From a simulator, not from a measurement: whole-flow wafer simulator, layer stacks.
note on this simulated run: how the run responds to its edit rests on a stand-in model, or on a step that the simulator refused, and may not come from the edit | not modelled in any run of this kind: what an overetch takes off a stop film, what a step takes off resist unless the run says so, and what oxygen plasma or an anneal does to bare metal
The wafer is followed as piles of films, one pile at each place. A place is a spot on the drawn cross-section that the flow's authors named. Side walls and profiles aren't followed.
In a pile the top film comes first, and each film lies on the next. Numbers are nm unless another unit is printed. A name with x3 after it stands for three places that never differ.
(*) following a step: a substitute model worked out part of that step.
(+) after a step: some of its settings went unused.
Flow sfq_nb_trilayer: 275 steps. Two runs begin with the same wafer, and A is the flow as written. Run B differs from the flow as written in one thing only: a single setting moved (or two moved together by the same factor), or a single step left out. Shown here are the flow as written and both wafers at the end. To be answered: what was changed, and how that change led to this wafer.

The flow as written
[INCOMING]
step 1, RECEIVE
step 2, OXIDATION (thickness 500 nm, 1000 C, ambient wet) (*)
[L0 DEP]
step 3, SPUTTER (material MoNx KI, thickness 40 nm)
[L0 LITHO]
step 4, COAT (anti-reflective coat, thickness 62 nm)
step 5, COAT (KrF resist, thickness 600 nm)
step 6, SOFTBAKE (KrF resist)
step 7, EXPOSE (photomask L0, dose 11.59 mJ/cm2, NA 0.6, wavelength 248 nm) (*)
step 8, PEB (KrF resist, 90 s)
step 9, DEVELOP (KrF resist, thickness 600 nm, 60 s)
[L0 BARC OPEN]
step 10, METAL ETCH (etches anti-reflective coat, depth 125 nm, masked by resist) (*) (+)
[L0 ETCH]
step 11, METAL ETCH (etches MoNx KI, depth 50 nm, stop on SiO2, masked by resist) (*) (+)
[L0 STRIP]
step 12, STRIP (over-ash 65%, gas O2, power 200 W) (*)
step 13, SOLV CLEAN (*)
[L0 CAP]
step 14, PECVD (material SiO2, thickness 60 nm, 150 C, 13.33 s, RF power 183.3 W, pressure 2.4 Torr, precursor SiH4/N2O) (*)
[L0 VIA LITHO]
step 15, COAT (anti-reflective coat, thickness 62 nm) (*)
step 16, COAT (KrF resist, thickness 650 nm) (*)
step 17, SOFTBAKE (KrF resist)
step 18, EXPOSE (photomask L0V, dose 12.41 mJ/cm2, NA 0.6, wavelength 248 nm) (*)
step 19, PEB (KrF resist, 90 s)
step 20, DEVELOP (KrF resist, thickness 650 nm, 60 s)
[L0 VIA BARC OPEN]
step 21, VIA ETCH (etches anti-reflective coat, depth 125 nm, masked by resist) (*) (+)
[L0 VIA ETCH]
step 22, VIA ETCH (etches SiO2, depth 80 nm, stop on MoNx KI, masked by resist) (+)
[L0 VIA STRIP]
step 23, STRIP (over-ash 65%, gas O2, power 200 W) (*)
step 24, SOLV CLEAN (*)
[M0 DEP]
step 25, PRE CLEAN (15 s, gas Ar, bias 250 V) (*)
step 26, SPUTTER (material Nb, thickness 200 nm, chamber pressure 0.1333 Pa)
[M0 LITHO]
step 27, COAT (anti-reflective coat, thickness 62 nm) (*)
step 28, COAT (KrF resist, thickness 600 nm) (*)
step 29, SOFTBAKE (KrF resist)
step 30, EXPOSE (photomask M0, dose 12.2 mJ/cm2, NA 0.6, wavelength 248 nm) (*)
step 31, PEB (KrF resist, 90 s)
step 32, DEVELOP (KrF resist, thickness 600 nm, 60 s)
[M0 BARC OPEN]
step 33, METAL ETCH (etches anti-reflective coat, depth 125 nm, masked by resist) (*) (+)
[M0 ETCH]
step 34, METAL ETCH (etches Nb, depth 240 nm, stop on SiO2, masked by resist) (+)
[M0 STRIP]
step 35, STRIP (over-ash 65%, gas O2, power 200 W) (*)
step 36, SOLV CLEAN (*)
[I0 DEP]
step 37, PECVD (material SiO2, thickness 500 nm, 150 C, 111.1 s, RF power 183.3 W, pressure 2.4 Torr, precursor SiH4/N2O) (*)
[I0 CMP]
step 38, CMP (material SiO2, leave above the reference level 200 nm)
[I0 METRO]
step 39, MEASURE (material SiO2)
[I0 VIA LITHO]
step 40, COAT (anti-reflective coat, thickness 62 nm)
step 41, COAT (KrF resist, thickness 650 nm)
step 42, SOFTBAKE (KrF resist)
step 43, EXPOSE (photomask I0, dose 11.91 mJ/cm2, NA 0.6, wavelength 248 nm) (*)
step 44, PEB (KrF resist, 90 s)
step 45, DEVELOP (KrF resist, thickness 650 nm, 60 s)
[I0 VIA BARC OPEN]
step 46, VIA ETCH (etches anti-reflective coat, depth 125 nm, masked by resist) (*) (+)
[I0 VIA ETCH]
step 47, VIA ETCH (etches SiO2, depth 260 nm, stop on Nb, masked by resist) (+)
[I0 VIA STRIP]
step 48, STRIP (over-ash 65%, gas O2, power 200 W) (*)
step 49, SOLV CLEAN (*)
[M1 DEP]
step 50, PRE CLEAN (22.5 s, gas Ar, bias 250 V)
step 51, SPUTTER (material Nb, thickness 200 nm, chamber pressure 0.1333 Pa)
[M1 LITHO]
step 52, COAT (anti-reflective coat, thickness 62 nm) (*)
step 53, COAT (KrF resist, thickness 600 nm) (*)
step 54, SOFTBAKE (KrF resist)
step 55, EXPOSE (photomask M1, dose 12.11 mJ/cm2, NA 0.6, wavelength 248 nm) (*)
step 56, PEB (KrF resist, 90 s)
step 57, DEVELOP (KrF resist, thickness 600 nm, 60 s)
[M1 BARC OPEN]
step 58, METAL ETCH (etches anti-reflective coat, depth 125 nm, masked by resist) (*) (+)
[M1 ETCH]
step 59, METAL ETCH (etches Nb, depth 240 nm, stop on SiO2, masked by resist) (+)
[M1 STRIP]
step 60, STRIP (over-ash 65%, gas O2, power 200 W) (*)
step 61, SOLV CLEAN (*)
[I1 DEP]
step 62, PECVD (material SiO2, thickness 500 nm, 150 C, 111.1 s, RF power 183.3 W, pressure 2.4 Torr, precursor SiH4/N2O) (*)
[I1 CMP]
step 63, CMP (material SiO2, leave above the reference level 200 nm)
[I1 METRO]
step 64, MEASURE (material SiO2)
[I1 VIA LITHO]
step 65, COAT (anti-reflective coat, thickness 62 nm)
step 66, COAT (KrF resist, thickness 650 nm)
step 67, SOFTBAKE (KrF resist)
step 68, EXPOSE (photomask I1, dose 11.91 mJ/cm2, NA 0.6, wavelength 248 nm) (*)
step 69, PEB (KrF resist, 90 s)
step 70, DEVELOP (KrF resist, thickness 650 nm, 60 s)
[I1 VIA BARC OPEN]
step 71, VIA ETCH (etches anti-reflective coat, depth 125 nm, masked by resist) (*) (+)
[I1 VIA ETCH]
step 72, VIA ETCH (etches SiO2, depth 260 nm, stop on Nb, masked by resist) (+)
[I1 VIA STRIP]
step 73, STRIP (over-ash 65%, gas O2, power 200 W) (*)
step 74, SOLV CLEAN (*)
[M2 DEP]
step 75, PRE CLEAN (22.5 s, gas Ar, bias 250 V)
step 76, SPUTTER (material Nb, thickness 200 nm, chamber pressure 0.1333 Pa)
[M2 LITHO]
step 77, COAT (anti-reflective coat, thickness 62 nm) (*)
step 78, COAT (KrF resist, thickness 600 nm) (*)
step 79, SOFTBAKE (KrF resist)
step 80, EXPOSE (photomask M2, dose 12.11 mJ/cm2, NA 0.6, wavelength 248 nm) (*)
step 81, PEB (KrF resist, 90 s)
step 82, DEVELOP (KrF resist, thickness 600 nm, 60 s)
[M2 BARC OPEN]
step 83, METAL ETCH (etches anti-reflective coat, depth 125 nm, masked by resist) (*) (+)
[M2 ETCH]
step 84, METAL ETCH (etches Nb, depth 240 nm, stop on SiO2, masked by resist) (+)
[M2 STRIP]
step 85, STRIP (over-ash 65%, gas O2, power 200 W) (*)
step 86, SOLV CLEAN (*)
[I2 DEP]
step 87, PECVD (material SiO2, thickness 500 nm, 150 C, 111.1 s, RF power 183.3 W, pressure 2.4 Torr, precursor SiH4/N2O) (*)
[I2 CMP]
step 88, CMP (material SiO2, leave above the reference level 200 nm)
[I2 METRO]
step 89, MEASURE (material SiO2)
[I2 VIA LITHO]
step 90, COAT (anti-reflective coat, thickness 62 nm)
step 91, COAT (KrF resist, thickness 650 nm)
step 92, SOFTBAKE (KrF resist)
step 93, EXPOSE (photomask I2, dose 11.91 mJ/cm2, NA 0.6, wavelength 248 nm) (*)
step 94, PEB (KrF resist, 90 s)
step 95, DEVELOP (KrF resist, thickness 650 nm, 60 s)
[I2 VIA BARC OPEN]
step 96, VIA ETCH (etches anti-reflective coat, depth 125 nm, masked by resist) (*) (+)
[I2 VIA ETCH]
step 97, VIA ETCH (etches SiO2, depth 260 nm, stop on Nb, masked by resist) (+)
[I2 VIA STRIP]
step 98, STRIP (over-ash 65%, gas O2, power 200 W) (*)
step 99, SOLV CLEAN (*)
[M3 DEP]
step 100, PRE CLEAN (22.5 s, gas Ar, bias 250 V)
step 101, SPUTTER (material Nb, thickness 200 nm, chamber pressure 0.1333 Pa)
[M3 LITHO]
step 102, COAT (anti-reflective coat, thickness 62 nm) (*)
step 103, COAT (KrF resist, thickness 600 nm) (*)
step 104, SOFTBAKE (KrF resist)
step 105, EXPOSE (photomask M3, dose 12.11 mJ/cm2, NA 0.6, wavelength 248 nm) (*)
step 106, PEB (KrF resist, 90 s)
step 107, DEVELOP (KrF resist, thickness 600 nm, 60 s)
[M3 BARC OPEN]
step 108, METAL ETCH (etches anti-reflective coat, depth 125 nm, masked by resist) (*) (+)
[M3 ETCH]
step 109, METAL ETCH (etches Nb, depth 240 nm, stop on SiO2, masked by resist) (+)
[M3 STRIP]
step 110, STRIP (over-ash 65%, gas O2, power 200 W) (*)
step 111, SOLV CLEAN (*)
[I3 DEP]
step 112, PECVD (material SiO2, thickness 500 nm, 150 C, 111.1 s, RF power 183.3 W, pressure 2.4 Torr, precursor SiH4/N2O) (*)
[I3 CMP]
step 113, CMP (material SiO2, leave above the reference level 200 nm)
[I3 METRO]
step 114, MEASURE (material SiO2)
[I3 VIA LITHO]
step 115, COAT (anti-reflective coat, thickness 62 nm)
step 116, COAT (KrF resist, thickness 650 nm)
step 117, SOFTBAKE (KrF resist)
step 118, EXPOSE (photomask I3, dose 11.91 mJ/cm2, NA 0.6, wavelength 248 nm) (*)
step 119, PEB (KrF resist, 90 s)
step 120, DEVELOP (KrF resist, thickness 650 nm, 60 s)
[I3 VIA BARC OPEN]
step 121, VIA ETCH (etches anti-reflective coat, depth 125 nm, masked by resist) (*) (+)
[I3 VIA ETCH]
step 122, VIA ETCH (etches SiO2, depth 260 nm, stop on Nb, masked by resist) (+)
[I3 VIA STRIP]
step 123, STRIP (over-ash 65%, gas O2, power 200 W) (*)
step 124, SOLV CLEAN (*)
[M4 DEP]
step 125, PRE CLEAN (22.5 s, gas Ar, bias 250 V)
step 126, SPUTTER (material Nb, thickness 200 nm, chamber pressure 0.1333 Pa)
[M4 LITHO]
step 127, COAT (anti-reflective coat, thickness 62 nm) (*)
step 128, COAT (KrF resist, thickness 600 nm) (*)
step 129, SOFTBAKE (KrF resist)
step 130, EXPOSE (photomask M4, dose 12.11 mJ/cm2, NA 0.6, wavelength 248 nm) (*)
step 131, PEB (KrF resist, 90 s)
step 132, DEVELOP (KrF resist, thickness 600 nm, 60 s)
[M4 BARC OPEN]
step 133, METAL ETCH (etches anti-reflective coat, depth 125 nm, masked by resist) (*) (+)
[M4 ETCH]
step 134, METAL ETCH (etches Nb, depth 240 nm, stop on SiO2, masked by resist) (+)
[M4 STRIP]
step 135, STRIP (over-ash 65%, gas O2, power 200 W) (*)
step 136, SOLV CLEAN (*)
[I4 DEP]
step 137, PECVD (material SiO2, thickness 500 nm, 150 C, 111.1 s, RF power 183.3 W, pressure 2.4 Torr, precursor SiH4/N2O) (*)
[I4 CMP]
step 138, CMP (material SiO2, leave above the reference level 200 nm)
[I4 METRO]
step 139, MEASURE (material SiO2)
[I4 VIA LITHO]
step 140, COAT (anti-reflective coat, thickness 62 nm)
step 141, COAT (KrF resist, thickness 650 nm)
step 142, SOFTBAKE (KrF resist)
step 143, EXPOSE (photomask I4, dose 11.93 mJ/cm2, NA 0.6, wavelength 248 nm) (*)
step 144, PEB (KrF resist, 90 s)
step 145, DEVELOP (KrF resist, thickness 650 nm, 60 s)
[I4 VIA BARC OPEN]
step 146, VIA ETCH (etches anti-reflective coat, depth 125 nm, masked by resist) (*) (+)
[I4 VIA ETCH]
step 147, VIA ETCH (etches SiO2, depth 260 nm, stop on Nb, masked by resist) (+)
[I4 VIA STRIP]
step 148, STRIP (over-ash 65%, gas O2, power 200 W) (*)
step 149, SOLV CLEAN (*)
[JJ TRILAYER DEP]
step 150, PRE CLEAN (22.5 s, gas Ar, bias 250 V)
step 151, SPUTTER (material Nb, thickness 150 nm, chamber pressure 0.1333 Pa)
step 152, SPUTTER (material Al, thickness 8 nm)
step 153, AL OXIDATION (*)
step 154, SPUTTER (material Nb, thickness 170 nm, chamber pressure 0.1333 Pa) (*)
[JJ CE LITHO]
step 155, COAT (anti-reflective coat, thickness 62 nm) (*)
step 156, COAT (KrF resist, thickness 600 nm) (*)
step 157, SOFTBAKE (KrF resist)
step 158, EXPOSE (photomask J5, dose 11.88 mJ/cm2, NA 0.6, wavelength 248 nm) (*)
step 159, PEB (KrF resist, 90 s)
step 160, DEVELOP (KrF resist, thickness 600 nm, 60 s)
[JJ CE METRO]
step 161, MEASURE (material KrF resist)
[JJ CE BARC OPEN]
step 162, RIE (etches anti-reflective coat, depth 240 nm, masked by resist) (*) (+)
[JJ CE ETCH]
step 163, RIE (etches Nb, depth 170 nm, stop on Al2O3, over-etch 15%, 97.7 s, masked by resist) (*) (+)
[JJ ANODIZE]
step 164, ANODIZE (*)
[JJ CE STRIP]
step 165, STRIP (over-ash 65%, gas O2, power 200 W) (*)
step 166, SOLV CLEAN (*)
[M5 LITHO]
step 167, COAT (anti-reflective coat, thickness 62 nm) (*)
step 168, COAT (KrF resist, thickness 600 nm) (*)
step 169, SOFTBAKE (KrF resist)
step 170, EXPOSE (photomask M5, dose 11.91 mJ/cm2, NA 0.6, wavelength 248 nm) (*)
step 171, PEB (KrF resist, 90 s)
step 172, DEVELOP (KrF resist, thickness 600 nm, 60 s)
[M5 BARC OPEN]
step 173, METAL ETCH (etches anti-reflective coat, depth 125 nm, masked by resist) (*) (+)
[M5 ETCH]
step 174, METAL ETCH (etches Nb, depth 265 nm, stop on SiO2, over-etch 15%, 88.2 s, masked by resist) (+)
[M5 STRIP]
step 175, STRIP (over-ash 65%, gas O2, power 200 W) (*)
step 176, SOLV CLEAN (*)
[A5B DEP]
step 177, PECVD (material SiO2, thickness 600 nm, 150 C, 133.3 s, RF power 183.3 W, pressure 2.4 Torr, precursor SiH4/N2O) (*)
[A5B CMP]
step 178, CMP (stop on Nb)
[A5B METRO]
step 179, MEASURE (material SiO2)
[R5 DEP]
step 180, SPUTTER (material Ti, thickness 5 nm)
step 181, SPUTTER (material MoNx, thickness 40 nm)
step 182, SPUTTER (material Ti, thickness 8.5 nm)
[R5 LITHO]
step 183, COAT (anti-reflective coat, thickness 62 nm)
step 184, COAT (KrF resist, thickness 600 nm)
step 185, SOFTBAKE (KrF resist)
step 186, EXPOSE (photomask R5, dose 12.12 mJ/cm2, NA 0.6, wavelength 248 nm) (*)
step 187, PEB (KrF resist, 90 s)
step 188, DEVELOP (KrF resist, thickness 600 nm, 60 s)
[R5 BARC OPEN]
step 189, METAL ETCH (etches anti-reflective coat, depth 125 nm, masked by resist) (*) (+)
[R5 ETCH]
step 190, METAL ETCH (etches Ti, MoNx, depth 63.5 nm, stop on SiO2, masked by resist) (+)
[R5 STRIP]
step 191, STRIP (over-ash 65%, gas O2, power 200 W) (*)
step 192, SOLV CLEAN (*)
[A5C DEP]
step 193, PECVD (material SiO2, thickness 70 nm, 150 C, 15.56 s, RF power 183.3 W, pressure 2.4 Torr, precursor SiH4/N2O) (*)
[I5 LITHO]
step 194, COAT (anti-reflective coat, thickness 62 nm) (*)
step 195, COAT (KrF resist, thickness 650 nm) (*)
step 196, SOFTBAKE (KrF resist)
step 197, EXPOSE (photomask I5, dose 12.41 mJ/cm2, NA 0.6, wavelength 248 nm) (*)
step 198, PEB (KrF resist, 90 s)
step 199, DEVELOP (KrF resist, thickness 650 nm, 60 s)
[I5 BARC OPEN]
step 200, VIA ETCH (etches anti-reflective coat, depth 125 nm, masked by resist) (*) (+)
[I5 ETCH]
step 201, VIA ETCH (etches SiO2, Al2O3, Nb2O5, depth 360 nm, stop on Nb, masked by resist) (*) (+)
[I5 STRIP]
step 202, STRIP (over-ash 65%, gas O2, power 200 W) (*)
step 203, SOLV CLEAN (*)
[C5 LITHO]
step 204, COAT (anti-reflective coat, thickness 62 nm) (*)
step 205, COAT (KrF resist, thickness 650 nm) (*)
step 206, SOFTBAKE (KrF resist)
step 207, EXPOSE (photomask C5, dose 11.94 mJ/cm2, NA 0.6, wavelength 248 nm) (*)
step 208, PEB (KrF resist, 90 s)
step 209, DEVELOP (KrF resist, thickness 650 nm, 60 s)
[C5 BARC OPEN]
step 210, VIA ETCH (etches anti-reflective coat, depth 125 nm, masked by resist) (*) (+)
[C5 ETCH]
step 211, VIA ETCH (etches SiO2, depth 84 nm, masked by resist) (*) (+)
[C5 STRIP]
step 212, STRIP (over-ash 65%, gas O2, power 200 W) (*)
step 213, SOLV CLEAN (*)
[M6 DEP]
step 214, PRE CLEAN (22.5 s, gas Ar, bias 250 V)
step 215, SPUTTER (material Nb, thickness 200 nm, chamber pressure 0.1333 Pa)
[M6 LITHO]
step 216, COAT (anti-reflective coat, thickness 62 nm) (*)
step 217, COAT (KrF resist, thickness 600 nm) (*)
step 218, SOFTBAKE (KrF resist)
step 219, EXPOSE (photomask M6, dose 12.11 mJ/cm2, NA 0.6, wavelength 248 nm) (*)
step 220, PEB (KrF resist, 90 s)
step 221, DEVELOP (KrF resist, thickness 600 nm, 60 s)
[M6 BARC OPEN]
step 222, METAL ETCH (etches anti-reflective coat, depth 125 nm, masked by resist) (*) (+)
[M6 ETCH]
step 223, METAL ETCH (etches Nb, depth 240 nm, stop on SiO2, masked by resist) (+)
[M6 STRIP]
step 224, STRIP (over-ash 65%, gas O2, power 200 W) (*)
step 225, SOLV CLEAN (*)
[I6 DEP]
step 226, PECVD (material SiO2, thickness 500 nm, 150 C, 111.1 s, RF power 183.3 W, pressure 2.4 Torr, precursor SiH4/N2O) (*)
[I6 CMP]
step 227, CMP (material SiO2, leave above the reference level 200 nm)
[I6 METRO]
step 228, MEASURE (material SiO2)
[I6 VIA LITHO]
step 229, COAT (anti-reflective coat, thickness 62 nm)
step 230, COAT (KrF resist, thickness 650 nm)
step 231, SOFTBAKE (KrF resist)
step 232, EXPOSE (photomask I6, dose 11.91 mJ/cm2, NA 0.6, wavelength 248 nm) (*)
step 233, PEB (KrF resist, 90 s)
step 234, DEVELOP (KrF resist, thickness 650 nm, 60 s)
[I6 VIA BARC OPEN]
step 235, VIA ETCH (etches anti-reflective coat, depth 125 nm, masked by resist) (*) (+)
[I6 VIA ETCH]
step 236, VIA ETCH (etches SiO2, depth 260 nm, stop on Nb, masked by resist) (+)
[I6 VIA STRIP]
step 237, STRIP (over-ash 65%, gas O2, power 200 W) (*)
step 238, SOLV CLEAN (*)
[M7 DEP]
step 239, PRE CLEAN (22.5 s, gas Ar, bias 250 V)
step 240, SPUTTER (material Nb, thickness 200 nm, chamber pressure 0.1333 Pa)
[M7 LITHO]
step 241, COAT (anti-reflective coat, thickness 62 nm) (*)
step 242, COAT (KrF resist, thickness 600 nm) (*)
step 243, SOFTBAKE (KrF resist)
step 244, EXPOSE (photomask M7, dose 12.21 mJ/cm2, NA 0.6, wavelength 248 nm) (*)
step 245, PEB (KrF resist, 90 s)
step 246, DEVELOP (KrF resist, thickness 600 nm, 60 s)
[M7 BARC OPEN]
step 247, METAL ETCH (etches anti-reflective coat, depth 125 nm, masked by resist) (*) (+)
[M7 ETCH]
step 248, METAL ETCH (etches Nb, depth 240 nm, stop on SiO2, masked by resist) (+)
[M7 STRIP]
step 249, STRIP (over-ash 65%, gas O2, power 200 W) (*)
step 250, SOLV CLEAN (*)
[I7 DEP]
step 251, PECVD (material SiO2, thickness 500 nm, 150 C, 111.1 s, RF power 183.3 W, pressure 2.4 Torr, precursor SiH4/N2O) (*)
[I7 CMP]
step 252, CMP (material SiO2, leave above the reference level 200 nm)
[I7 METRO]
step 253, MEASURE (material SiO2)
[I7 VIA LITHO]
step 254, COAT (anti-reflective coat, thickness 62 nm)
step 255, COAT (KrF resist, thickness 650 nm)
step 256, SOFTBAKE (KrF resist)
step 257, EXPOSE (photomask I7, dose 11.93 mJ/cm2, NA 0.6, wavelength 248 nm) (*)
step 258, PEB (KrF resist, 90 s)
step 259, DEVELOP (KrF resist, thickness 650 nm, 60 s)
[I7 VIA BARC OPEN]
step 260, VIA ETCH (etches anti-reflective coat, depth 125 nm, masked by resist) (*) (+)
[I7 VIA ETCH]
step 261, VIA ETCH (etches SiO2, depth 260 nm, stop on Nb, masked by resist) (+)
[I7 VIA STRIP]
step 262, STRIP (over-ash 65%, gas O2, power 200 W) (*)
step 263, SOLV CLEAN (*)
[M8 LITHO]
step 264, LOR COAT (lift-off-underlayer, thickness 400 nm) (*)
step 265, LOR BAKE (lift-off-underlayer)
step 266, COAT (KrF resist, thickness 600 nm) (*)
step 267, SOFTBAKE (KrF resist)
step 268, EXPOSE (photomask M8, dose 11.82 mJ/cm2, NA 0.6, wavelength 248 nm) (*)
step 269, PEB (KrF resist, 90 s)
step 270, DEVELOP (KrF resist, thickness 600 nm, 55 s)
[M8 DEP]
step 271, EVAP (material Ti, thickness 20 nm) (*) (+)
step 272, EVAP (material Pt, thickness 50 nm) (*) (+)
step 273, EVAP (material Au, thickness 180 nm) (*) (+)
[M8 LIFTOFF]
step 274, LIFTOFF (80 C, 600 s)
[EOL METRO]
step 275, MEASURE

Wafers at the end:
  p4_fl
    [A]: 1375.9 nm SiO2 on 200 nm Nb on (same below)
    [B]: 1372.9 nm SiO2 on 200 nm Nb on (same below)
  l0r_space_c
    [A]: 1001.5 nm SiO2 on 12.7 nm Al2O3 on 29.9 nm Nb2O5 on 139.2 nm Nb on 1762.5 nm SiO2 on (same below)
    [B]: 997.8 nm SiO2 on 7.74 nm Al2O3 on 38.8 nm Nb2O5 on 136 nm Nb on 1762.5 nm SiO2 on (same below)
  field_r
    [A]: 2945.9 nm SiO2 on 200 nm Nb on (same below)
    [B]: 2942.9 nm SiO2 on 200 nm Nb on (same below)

What caused this: step 152, SPUTTER: thickness 5 nm was run, whereas the flow has thickness 8 nm.

How this came from the change, step by step:
  step 152, SPUTTER (material Al, thickness 8 nm)
      field_l, v_sur, via_sp and 100 more: A +8 Al (new film) | B +5 Al (new film)
      via_wl, via_wr: A +5.14 Al (new film) | B +3.21 Al (new film)
      (and at 1 other place as well)
  step 164, ANODIZE (*)
      field_l, v_sur, via_sp and 96 more: A +12.2 Al2O3, +29.9 Nb2O5 (new film), -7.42 Al (all of it), -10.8 Nb | B +7.29 Al2O3, +38.8 Nb2O5 (new film), -4.42 Al (all of it), -14 Nb
      via_wl, via_wr: A +7.52 Al2O3 (new film), +39.2 Nb2O5 (new film), -4.56 Al (all of it), -14.1 Nb | B +4.34 Al2O3 (new film), +44.9 Nb2O5 (new film), -2.63 Al (all of it), -16.1 Nb
      (and at 1 other place as well)
  step 174, METAL ETCH (etches Nb, depth 265 nm, stop on SiO2, over-etch 15%, 88.2 s, masked by resist) (+)
      field_l, r_sur, res and 49 more: A -12.6 Al2O3 (all of it), -29.9 Nb2O5 (all of it), -139.2 Nb (all of it), -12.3 SiO2 | B -7.68 Al2O3 (all of it), -38.8 Nb2O5 (all of it), -136 Nb (all of it), -12.2 SiO2
      wl_a_sl: A -12.6 Al2O3 (all of it), -29.9 Nb2O5 (all of it), -139.2 Nb (all of it), -12.3 SiO2 | B -7.67 Al2O3 (all of it), -38.8 Nb2O5 (all of it), -136 Nb (all of it), -12.2 SiO2
  step 201, VIA ETCH (etches SiO2, Al2O3, Nb2O5, depth 360 nm, stop on Nb, masked by resist) (*) (+)
      be: A -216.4 SiO2 (all of it), -12.7 Al2O3 (all of it), -29.9 Nb2O5 (all of it) | B -212.6 SiO2 (all of it), -7.74 Al2O3 (all of it), -38.8 Nb2O5 (all of it)
